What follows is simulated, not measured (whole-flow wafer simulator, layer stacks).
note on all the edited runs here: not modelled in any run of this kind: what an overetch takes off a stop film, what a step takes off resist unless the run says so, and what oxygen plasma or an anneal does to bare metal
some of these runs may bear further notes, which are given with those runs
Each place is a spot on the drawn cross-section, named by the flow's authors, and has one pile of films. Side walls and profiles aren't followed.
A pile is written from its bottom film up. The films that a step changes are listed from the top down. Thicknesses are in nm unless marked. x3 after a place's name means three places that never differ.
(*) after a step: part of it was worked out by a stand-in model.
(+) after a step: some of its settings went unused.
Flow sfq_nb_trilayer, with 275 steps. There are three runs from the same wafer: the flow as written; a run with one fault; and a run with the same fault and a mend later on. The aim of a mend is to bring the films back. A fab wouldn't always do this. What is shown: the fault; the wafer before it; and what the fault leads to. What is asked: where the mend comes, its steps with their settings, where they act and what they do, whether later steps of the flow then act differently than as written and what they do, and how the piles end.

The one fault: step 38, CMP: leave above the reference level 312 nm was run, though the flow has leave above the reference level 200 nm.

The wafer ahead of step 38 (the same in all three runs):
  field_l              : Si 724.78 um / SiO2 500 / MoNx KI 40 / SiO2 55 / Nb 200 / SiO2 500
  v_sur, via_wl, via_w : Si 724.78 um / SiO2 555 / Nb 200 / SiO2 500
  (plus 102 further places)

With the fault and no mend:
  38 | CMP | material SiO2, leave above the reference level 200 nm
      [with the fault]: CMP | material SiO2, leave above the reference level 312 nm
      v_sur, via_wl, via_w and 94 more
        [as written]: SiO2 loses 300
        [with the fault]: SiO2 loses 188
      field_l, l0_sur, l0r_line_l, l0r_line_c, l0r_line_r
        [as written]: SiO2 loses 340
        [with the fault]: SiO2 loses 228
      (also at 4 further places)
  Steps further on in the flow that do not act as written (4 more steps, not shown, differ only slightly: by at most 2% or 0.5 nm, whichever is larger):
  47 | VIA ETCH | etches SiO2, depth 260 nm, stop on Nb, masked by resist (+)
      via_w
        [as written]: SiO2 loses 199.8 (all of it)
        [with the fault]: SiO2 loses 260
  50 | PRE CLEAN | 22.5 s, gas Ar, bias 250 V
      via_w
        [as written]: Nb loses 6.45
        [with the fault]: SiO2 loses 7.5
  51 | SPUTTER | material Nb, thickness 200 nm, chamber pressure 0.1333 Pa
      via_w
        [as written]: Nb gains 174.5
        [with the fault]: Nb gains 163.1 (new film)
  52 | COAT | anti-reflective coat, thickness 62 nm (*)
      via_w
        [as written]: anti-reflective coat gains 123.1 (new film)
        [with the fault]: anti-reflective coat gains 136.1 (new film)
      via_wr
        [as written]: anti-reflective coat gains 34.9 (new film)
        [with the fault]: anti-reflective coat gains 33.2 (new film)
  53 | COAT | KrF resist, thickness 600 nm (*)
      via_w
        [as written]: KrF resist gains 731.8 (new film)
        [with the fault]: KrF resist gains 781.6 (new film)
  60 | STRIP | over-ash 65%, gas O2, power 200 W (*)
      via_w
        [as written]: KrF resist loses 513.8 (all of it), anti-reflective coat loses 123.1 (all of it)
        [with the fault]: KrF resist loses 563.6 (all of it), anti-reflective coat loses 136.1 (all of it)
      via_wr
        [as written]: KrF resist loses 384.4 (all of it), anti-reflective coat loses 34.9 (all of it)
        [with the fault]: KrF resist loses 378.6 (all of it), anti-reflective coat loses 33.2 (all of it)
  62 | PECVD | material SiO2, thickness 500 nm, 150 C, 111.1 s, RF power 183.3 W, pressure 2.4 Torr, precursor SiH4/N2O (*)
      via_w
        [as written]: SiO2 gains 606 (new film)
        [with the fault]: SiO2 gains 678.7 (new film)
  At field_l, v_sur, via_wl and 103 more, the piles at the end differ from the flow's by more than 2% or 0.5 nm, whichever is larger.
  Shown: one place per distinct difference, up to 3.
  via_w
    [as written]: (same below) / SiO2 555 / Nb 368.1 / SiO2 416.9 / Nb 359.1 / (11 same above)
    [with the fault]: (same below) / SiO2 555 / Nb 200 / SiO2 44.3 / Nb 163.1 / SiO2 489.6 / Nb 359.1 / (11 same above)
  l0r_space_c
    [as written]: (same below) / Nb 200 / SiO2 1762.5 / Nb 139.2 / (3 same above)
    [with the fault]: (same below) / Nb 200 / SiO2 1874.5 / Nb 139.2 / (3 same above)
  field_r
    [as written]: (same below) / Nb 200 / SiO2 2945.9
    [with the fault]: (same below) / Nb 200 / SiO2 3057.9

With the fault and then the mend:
  After step 39 comes the mend.
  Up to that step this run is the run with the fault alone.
  39a | CMP | material SiO2, leave above the reference level 200 nm (the flow's step 38 again)
      field_l, v_sur, via_wl and 103 more
        SiO2 loses 112
  Every later step of the flow that is run acts as written at every place that is followed.
  By the end, the piles equal the flow's at every place that both follow.
